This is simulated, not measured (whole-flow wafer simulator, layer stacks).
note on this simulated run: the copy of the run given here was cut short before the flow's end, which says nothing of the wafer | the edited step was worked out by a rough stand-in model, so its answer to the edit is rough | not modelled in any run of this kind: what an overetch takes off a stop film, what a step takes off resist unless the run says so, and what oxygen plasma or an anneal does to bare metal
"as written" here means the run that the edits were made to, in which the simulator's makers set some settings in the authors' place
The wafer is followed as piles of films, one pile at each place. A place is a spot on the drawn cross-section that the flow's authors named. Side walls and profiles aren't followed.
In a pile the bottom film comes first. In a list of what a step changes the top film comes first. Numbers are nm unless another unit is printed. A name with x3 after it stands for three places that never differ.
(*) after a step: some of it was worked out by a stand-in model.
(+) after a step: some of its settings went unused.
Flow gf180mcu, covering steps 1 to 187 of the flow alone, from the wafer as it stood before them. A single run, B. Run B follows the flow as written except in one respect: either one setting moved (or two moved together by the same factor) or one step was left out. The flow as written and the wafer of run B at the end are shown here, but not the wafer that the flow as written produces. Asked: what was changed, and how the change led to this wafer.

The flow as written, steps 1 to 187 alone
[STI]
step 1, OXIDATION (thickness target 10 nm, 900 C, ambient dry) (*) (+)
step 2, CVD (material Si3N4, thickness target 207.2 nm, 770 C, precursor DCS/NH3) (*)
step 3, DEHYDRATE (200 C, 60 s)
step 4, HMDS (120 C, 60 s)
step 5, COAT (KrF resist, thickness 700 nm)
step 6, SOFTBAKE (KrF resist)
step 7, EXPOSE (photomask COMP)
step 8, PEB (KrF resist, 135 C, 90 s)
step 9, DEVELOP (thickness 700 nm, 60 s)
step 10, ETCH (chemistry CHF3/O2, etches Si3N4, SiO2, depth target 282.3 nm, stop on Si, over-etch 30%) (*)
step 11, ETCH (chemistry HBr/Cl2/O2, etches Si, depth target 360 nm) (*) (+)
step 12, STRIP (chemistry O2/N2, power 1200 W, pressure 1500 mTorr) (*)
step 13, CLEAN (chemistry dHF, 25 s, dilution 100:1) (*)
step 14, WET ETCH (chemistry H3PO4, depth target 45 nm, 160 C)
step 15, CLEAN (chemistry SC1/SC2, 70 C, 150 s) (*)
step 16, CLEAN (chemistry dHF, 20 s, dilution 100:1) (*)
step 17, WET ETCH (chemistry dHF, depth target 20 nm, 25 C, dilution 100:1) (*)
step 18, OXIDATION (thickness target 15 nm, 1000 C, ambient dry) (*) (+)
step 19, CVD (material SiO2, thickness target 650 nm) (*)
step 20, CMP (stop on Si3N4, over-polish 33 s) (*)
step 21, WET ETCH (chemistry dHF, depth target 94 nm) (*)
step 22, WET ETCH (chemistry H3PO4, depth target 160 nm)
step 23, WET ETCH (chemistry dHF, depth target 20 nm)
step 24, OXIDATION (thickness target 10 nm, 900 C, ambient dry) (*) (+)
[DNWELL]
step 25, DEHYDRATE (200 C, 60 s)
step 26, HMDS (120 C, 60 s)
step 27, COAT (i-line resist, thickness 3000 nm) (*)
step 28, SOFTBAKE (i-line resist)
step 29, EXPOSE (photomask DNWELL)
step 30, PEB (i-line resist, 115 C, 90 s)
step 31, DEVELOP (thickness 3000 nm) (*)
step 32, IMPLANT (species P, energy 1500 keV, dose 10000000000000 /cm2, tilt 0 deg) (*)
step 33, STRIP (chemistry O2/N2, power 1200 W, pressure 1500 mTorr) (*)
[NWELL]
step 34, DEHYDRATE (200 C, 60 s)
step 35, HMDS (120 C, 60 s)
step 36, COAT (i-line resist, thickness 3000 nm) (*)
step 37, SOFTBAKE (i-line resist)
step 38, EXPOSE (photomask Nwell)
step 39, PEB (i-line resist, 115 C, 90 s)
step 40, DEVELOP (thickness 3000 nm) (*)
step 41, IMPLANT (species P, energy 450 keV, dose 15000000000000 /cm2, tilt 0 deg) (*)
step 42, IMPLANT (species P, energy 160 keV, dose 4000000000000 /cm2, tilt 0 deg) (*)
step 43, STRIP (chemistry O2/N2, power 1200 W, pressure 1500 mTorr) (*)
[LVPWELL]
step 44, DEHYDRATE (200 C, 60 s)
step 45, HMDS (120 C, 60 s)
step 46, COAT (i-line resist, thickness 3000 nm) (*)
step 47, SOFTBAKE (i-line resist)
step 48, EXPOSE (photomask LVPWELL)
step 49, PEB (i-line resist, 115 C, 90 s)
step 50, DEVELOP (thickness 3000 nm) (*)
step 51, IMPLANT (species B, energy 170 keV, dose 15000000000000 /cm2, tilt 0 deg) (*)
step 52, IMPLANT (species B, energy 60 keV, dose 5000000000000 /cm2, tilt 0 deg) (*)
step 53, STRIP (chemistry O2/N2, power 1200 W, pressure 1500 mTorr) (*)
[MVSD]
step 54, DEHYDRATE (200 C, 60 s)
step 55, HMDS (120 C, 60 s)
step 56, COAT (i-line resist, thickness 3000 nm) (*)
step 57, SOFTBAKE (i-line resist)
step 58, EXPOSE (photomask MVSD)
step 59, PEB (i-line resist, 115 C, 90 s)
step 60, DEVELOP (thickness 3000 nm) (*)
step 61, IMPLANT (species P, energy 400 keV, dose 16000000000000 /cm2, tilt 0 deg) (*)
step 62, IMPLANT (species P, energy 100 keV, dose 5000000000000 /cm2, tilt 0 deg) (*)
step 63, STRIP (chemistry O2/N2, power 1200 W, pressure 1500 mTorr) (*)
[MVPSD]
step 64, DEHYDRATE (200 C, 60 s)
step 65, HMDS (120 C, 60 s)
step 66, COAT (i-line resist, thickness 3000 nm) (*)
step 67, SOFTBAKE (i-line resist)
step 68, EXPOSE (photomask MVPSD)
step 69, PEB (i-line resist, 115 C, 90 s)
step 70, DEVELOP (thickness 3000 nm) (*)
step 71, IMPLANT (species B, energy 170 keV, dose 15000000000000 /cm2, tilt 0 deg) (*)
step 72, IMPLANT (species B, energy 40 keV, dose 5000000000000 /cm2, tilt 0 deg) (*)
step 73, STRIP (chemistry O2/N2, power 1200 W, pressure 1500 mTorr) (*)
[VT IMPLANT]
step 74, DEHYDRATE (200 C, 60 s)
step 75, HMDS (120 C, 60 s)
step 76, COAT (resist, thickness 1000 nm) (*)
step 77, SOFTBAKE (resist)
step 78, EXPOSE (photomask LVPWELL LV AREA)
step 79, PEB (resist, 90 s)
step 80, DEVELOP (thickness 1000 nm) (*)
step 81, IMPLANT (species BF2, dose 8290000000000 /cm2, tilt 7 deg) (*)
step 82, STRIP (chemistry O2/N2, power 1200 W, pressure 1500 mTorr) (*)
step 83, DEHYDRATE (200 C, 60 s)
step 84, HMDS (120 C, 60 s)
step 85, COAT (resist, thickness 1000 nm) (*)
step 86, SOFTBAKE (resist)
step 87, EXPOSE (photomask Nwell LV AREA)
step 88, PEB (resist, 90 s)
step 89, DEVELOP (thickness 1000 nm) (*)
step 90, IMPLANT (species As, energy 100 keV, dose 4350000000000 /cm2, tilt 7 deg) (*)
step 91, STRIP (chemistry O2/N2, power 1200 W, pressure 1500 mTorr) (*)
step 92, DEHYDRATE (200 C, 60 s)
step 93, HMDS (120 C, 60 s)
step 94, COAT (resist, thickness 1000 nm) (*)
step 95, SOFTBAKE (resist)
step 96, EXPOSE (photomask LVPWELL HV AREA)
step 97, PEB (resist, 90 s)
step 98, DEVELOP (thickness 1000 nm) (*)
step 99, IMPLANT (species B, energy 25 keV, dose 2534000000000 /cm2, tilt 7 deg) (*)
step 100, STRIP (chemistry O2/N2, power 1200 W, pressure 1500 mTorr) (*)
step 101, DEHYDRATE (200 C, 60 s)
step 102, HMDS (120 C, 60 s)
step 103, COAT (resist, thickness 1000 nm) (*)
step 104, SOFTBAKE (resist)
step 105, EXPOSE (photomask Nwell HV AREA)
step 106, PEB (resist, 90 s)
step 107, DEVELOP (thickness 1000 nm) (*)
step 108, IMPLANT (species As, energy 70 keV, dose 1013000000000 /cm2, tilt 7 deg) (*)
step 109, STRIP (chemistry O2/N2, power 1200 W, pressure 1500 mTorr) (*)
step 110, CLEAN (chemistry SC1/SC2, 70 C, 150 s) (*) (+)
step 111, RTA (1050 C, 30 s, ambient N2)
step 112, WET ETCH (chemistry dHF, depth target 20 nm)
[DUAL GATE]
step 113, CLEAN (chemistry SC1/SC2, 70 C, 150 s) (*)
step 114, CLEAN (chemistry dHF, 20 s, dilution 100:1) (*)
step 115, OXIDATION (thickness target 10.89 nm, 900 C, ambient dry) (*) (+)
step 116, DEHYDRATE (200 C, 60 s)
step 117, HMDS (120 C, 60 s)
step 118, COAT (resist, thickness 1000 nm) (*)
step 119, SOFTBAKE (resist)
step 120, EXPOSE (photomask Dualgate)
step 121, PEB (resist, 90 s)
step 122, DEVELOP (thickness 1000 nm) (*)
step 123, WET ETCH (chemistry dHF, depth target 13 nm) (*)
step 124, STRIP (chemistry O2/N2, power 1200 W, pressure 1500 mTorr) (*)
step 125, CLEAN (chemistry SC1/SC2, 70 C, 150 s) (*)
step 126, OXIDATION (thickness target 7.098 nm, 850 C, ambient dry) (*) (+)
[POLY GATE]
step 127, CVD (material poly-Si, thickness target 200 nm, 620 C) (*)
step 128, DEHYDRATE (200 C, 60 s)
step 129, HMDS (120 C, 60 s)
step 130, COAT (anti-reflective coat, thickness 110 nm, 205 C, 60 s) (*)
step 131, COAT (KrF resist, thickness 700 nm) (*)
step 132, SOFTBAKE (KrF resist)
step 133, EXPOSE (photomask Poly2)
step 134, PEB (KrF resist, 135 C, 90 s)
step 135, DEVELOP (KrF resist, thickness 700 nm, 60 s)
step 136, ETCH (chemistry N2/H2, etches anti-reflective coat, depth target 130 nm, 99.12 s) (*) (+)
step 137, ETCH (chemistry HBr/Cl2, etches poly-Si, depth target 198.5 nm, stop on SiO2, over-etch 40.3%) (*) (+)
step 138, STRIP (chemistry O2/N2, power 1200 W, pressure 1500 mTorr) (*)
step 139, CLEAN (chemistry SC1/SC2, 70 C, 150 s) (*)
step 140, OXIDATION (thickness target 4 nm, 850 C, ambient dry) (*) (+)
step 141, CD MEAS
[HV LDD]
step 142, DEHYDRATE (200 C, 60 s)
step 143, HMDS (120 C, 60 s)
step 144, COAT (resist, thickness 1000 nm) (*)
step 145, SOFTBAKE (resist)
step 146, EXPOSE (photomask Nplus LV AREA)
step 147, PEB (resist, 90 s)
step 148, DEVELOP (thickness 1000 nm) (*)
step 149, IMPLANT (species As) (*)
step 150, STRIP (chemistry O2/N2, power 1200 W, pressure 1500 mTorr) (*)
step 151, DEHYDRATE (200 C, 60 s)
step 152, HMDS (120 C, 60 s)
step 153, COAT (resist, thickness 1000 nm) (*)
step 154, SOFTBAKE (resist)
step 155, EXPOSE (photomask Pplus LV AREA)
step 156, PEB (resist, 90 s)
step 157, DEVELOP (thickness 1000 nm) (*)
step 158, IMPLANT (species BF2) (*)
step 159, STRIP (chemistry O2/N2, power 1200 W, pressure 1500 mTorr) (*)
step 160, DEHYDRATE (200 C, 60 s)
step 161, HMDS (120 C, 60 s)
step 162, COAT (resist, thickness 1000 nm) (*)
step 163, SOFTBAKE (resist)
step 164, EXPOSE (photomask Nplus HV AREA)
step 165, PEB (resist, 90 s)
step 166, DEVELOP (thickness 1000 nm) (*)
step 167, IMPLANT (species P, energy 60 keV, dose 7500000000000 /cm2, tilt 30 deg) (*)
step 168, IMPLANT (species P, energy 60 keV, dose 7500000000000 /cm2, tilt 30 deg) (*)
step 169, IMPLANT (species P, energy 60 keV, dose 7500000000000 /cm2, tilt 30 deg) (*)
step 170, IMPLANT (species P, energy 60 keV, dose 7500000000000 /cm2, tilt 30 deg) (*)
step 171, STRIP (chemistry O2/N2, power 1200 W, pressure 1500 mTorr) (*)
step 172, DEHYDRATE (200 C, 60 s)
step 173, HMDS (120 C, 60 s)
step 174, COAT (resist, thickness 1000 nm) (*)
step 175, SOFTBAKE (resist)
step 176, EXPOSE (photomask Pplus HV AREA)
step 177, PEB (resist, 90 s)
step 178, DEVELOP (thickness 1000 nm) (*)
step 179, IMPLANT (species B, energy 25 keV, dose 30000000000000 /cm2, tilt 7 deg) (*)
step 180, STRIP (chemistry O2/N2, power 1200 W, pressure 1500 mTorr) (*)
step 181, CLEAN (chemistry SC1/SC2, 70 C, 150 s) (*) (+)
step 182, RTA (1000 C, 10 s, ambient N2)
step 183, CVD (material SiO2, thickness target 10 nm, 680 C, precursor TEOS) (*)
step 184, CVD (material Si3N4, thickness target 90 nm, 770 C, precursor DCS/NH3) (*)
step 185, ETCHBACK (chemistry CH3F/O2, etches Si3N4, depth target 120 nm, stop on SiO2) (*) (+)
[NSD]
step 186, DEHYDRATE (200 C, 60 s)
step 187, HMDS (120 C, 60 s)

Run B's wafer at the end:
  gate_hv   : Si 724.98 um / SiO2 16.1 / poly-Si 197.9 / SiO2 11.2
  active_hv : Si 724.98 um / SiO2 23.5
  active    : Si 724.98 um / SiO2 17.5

Cause: step 126, OXIDATION: 885 C was run, though the flow has 850 C.

How this came from the change, step by step:
  step 126, OXIDATION (thickness target 7.098 nm, 850 C, ambient dry) (*) (+)
      gate_hv, active_hv, active_nat and 25 more: SiO2 gains 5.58, Si loses 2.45 (as written it would have been: SiO2 gains 3.72, Si loses 1.64)
      active, n_well, p_well and 12 more: SiO2 gains 9.95 (new film), chemical SiO2 loses 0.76 (all of it), Si loses 4.04 (as written it would have been: SiO2 gains 7.1 (new film), chemical SiO2 loses 0.76 (all of it), Si loses 2.79)
